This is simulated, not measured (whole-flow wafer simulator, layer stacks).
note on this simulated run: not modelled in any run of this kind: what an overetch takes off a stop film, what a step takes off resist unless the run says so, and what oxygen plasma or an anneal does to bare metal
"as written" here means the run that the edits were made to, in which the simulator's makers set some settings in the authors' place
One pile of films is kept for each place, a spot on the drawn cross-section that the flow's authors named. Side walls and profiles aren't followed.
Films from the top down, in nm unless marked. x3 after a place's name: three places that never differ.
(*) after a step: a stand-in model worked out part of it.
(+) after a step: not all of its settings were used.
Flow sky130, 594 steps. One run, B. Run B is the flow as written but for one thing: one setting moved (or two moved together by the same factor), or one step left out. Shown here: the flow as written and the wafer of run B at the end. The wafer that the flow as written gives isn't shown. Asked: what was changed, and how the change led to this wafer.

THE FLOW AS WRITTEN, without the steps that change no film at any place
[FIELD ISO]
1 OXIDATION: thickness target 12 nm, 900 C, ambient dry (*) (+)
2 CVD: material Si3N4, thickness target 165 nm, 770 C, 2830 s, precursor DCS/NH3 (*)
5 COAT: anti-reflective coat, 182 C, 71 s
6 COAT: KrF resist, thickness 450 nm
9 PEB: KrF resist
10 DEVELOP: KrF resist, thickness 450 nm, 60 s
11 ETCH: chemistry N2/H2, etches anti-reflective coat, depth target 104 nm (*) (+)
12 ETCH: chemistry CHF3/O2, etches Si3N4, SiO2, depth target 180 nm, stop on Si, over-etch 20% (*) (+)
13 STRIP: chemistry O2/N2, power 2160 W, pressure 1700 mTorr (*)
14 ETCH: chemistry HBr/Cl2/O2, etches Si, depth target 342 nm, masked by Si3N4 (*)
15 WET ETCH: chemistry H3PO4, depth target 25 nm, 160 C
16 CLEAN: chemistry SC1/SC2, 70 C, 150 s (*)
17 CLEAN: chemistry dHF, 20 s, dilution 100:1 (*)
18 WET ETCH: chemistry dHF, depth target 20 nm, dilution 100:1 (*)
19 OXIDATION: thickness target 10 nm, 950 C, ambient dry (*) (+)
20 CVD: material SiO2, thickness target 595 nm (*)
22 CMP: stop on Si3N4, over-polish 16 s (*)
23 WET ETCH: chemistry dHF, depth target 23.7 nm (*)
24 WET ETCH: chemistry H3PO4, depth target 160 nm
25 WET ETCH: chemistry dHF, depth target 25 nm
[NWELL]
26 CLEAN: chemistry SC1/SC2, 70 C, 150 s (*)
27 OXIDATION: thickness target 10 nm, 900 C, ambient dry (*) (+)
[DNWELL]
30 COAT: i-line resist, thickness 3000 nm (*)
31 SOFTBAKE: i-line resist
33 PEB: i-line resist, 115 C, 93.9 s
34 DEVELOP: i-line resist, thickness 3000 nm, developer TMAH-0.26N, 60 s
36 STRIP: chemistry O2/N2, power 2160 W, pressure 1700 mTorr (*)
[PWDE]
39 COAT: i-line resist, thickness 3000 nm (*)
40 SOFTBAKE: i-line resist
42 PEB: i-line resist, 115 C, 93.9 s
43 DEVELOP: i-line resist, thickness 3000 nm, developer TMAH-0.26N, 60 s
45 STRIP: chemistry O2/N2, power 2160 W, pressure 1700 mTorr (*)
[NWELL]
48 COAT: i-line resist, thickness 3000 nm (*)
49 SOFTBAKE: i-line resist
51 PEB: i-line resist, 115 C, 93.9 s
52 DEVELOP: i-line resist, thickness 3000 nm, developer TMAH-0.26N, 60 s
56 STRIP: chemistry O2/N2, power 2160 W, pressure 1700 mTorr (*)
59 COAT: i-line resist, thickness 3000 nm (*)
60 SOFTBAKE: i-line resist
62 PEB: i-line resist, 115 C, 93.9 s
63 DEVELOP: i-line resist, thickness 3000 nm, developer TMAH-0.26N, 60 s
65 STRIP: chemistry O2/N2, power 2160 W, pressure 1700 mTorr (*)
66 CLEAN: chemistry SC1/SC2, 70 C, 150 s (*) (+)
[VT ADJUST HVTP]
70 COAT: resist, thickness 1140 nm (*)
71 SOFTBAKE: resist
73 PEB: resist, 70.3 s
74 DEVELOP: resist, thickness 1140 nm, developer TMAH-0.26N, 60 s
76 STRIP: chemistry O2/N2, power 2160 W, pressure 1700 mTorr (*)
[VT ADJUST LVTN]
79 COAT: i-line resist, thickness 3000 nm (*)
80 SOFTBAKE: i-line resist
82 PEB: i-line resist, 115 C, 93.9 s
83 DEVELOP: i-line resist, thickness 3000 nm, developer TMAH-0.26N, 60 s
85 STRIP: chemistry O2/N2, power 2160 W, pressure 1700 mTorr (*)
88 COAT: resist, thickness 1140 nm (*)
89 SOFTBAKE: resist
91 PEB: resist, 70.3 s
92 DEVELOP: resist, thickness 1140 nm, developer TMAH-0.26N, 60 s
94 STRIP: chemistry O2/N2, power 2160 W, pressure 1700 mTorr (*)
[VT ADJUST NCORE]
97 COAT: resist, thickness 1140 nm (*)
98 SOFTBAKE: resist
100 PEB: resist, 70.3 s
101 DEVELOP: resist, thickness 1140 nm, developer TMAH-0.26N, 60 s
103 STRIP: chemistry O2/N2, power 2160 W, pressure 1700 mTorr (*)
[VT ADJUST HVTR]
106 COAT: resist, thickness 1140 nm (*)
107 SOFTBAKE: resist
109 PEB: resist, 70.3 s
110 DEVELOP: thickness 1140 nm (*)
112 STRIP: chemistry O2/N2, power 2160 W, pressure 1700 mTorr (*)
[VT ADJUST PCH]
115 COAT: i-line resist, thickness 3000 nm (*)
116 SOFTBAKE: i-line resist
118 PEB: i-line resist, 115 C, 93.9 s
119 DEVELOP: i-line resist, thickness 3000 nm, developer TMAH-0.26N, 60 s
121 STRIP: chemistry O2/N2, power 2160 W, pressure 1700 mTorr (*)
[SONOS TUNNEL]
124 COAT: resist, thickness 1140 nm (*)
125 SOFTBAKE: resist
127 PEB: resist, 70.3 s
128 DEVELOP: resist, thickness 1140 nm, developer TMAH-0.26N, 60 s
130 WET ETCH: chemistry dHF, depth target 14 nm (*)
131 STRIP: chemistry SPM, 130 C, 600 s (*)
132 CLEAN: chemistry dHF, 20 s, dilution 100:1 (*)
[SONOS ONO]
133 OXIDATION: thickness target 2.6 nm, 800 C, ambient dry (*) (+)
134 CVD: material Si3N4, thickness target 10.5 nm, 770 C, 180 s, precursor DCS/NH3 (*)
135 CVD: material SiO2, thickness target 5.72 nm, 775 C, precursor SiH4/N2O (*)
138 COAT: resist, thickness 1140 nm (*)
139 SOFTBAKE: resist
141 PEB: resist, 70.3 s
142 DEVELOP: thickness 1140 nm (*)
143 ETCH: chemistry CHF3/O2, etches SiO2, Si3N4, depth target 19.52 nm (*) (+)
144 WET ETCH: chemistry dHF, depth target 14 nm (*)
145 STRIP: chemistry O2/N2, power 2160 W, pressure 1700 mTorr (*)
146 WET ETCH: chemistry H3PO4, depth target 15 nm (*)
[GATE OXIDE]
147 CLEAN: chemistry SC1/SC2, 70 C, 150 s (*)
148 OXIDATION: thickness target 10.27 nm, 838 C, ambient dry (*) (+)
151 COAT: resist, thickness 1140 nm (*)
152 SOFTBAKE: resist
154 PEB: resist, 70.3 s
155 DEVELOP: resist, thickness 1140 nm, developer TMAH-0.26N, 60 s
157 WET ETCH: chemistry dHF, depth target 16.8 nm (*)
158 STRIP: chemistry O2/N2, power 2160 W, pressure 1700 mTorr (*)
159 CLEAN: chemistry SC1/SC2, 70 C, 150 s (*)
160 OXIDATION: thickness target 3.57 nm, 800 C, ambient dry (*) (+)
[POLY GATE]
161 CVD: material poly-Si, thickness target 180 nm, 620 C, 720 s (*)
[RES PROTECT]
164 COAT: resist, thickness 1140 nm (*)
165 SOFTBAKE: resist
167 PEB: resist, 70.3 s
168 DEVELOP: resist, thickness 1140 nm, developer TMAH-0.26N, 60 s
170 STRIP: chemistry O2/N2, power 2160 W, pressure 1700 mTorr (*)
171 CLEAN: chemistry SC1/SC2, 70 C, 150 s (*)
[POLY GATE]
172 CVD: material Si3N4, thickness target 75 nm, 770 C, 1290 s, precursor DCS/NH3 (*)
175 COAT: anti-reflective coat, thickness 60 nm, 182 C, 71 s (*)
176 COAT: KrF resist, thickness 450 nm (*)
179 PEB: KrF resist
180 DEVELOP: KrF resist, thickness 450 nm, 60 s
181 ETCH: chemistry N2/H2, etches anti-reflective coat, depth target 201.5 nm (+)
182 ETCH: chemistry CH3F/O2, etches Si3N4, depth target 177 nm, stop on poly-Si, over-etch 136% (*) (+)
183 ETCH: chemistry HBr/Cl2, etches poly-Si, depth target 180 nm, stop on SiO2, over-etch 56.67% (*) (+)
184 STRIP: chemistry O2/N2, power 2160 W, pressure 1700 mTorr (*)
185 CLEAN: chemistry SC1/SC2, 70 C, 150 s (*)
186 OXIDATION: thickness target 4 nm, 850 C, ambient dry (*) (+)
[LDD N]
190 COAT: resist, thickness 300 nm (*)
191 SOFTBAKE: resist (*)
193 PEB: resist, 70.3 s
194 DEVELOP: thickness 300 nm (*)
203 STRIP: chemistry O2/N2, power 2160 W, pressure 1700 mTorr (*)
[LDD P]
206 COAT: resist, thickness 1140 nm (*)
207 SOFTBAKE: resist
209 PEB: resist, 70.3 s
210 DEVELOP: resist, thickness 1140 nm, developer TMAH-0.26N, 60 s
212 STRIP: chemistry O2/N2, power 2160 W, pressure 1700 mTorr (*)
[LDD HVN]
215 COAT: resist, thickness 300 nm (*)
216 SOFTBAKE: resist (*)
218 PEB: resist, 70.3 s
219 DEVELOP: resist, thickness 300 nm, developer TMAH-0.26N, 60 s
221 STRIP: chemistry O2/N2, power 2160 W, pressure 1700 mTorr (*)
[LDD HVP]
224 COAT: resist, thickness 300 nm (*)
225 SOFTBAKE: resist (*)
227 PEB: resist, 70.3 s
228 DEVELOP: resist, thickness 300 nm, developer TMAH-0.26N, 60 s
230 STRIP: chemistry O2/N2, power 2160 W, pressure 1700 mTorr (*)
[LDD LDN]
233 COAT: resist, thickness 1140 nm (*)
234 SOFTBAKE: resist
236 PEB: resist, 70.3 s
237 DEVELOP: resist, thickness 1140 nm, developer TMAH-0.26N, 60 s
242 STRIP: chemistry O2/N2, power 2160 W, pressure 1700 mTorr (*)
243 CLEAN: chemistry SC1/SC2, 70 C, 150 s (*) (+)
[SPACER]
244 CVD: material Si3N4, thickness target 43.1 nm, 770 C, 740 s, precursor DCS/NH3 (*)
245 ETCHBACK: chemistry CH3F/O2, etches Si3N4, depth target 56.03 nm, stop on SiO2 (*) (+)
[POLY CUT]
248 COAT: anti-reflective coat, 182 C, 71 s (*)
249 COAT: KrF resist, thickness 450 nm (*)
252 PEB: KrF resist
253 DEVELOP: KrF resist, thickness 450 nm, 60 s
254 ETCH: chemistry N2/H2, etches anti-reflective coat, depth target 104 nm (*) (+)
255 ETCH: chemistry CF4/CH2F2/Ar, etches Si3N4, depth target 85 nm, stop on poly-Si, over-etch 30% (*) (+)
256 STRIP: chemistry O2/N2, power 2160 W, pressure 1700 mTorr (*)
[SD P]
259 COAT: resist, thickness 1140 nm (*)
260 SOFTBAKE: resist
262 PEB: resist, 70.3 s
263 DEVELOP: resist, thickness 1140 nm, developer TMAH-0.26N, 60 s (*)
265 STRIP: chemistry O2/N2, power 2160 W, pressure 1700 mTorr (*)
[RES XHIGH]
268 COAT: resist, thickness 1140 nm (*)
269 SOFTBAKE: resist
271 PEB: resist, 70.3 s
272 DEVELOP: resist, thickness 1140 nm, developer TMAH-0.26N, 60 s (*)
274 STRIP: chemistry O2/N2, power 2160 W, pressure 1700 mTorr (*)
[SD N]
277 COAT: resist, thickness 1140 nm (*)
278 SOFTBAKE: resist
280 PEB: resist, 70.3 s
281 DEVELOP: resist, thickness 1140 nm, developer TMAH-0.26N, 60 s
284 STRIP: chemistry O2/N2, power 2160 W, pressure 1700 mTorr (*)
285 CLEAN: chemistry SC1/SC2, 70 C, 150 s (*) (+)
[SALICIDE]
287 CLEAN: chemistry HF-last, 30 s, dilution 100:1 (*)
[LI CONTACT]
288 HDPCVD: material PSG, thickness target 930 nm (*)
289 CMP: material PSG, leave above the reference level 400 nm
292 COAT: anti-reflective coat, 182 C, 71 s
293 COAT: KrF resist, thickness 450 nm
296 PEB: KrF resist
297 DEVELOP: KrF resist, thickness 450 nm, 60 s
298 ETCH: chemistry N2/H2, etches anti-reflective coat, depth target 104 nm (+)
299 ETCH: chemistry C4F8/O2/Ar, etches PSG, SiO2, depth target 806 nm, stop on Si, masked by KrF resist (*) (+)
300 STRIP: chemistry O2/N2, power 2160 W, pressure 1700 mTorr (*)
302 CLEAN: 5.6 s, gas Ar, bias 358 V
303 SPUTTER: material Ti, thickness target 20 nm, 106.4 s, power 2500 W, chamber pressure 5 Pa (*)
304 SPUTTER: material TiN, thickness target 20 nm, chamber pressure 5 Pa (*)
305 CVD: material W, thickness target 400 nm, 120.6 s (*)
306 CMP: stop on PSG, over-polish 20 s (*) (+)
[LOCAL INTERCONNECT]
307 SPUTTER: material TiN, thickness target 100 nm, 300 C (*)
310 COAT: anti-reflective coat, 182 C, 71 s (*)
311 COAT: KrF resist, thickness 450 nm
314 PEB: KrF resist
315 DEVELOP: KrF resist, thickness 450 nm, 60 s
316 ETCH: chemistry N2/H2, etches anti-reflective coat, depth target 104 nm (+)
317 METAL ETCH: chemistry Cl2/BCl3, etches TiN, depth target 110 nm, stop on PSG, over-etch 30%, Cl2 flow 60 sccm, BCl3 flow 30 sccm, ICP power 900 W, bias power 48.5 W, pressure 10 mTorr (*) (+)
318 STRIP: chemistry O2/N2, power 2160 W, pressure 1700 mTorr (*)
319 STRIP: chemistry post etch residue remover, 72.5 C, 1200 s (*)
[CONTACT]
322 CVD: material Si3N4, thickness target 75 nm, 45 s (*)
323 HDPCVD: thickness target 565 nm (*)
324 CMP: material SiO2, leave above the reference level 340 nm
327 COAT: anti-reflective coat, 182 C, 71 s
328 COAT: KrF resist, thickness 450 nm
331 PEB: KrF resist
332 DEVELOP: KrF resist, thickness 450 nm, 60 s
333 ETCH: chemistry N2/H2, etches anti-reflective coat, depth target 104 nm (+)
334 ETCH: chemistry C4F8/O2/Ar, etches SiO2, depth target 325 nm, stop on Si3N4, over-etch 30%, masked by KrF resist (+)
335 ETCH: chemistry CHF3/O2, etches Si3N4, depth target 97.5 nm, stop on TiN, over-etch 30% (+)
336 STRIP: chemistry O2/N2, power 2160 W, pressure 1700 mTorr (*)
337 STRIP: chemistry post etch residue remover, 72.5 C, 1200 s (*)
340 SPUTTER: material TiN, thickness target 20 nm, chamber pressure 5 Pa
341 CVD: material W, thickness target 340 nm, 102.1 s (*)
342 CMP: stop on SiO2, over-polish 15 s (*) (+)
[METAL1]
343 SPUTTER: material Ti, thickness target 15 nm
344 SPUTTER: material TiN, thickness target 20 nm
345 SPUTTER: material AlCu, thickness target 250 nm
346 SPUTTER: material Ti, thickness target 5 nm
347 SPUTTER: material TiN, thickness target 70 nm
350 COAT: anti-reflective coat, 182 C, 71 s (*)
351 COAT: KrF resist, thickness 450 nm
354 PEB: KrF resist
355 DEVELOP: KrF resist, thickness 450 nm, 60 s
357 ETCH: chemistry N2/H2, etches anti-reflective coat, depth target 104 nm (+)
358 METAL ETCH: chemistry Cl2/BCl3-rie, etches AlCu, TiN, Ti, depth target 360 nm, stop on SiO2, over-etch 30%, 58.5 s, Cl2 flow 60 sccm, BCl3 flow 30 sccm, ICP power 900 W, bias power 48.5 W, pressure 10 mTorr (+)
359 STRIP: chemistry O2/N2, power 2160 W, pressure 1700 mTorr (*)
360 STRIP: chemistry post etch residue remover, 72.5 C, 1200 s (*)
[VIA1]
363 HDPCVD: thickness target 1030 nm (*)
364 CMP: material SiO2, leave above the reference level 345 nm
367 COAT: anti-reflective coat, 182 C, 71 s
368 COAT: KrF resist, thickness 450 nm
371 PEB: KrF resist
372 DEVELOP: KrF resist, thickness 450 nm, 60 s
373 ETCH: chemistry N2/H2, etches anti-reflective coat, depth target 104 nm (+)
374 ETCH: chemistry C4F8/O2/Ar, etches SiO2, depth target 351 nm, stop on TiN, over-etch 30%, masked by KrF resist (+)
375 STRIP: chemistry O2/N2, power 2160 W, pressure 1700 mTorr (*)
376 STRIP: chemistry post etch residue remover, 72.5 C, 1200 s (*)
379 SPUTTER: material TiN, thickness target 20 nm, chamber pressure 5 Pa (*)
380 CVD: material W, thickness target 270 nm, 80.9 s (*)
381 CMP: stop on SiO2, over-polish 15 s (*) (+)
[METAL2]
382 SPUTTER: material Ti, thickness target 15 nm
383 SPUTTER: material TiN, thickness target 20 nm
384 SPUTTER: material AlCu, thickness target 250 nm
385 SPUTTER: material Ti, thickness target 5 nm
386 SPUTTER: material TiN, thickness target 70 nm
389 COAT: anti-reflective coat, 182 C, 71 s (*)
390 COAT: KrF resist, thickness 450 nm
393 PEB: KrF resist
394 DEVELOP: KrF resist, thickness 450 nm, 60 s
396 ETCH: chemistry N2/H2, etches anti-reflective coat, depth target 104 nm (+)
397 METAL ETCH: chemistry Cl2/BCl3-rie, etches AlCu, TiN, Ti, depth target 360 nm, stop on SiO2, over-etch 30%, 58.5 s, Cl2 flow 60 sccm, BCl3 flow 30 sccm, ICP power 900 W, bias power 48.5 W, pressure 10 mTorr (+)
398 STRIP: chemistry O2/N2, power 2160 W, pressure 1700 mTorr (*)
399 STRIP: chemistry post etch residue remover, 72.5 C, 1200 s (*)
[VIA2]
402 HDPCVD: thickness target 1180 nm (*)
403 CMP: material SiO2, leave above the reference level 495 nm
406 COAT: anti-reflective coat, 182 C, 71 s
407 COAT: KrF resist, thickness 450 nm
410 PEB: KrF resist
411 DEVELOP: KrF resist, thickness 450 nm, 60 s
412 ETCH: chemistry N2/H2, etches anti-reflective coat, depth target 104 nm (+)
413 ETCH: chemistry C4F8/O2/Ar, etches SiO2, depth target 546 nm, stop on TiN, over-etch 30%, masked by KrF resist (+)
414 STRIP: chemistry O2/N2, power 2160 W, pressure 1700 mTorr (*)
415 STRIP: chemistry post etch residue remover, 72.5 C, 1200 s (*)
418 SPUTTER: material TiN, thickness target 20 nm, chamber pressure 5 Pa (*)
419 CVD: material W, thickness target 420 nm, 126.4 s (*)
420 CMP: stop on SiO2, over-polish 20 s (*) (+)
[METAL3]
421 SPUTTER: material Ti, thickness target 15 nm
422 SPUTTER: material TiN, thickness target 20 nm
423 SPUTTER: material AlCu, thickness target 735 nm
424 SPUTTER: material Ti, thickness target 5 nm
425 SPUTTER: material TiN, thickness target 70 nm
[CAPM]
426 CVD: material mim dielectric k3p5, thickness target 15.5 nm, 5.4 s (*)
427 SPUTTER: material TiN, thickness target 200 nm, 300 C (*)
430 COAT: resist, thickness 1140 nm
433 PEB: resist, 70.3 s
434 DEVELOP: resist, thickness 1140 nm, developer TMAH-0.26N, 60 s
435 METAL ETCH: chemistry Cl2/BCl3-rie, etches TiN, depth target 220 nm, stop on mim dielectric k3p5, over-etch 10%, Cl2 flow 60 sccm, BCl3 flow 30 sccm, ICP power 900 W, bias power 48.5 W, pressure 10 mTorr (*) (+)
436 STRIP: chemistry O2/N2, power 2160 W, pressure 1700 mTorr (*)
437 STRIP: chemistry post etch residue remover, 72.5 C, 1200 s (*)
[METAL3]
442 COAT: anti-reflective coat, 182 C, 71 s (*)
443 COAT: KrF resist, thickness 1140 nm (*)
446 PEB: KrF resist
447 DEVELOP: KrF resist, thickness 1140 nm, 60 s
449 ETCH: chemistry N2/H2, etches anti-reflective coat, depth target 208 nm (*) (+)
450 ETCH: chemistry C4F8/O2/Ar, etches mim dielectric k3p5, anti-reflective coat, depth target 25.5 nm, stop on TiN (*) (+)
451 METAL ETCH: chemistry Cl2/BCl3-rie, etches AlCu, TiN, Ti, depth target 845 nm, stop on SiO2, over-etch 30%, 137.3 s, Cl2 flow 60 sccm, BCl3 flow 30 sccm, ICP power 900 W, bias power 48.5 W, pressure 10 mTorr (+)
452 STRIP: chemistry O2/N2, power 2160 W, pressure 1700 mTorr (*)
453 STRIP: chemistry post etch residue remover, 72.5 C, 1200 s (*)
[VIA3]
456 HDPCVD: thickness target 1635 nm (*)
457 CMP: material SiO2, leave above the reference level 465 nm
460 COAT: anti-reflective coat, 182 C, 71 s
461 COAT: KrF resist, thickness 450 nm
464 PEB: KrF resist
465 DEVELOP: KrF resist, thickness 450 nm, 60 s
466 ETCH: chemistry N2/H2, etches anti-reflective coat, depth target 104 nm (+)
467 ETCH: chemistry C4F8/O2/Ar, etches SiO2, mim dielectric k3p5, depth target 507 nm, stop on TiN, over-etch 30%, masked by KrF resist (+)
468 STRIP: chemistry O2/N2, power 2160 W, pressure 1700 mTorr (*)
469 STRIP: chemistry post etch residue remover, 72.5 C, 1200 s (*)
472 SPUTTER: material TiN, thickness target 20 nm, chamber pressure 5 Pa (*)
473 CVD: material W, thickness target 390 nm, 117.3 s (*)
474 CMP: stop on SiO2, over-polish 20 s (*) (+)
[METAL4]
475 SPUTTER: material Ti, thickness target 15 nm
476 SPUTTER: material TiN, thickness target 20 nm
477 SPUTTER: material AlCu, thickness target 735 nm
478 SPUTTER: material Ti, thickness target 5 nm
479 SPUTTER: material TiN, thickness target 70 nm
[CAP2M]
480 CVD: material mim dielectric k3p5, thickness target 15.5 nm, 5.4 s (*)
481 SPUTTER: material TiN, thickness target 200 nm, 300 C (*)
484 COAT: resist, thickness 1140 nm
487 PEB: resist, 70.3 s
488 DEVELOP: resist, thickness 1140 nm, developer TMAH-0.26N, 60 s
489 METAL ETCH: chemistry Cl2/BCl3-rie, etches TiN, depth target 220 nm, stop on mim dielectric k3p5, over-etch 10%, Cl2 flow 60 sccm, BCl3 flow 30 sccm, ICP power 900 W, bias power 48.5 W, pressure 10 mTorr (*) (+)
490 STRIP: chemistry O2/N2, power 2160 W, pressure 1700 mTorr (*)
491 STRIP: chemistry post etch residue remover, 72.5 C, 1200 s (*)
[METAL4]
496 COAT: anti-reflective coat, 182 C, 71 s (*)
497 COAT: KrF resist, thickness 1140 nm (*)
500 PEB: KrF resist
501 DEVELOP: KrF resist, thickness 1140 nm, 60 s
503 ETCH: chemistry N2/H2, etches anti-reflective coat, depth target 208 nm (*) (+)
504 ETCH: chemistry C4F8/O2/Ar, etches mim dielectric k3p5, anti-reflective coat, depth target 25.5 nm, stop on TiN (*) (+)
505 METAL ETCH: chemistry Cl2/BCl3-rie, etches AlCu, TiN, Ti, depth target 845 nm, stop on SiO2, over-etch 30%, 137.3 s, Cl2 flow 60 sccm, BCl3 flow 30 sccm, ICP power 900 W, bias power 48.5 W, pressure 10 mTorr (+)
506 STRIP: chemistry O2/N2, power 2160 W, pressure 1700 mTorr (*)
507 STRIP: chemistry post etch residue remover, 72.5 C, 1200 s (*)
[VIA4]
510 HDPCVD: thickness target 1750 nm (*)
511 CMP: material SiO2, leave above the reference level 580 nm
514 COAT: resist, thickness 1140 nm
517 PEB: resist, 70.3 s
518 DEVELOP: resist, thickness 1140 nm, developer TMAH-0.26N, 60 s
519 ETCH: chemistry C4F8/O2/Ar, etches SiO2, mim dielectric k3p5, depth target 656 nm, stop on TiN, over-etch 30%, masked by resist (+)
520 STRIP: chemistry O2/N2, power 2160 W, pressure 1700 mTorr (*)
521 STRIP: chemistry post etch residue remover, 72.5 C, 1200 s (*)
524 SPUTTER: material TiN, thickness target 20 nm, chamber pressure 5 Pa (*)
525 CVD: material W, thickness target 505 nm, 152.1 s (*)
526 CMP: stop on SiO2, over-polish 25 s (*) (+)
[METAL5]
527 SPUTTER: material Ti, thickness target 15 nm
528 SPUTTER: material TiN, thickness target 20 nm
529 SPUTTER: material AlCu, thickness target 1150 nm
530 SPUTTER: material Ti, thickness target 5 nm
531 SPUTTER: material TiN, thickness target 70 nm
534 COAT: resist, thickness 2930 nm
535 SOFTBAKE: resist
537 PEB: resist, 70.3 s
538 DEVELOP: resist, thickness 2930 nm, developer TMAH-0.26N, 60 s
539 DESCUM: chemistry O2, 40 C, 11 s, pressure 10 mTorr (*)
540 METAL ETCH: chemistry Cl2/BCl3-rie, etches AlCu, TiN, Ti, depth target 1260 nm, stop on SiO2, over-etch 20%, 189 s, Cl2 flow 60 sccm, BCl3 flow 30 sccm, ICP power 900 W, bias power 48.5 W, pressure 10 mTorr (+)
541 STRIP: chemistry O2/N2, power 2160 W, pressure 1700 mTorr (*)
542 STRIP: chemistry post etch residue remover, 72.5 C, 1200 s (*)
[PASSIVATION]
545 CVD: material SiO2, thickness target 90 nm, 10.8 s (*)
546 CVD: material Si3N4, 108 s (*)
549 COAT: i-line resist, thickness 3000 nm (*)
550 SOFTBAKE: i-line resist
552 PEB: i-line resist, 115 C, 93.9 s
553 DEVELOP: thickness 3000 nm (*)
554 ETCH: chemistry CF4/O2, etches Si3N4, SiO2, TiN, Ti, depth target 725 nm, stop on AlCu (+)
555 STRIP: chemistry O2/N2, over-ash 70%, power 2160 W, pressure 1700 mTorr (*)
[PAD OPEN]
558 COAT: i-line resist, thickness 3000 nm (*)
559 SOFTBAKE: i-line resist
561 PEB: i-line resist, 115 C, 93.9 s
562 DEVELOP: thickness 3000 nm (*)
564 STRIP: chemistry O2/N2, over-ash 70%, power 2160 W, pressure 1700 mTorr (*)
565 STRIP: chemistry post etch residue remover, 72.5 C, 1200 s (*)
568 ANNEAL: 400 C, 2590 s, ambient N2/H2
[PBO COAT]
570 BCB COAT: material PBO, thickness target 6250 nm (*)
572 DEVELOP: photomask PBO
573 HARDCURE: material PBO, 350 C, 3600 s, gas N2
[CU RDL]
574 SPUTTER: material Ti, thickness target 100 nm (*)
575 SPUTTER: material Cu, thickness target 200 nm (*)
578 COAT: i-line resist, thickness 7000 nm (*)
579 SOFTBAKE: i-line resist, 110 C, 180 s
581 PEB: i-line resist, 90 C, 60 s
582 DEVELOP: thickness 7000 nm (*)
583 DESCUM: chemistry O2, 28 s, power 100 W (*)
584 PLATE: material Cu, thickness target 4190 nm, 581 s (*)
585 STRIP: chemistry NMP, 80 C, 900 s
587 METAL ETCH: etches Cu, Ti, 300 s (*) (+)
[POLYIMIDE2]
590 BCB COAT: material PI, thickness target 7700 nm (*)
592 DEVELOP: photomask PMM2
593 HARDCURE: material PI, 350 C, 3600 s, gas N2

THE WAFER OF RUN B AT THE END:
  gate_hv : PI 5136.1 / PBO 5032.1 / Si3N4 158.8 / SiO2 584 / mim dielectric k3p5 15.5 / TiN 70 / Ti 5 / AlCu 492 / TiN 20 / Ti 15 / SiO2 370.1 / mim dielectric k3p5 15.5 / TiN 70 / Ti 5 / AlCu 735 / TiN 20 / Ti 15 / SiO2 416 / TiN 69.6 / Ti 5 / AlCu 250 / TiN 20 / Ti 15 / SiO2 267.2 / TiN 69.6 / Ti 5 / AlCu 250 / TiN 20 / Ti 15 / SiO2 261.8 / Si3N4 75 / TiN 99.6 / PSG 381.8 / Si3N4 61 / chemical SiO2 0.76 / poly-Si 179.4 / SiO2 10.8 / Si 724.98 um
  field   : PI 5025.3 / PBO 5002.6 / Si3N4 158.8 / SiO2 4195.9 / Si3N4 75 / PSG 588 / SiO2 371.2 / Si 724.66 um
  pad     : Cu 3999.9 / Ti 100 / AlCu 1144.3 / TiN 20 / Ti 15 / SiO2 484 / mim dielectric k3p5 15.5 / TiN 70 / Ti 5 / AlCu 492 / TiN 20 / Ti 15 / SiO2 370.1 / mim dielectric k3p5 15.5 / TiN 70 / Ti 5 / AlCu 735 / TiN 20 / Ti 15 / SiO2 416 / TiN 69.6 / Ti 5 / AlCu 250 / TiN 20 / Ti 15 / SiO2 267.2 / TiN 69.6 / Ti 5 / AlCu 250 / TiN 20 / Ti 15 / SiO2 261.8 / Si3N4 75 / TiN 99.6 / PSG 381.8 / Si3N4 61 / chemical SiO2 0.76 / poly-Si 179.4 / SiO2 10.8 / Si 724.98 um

The cause: step 477, SPUTTER: thickness target 492 nm was run, where the flow has thickness target 735 nm.
It can be read off the wafer: gate_hv has AlCu 492, and step 477 as written asks for 735 nm.

How the change led to this, step by step:
  477 SPUTTER: material AlCu, thickness target 735 nm
      field, active, n_well and 189 more: AlCu +492 (new film) (as written it would be: AlCu +735 (new film))
  505 METAL ETCH: chemistry Cl2/BCl3-rie, etches AlCu, TiN, Ti, depth target 845 nm, stop on SiO2, over-etch 30%, 137.3 s, Cl2 flow 60 sccm, BCl3 flow 30 sccm, ICP power 900 W, bias power 48.5 W, pressure 10 mTorr (+)
      field, gate, spacer and 64 more: TiN -70 (all of it), Ti -5 (all of it), AlCu -492 (all of it), TiN -20 (all of it), Ti -15 (all of it), SiO2 -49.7 (as written it would be: TiN -70 (all of it), Ti -5 (all of it), AlCu -735 (all of it), TiN -20 (all of it), Ti -15 (all of it), SiO2 -25.4)
      vpp_iso1, m1_ln, rpo_hd and 6 more: TiN -70 (all of it), Ti -5 (all of it), AlCu -492 (all of it), TiN -20 (all of it), Ti -15 (all of it), SiO2 -49.6 (as written it would be: TiN -70 (all of it), Ti -5 (all of it), AlCu -735 (all of it), TiN -20 (all of it), Ti -15 (all of it), SiO2 -25.3)
      (and at 12 more places)
  511 CMP: material SiO2, leave above the reference level 580 nm
      field, gate, spacer and 71 more: SiO2 -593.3 (as written it would be: SiO2 -374.7)
      active, via2_hole, sonos_guard_hv, iso_guard_nw, rxpo_ln, rpm_encl_urpm: SiO2 -593.4 (as written it would be: SiO2 -374.7)
      (and at 8 more places)
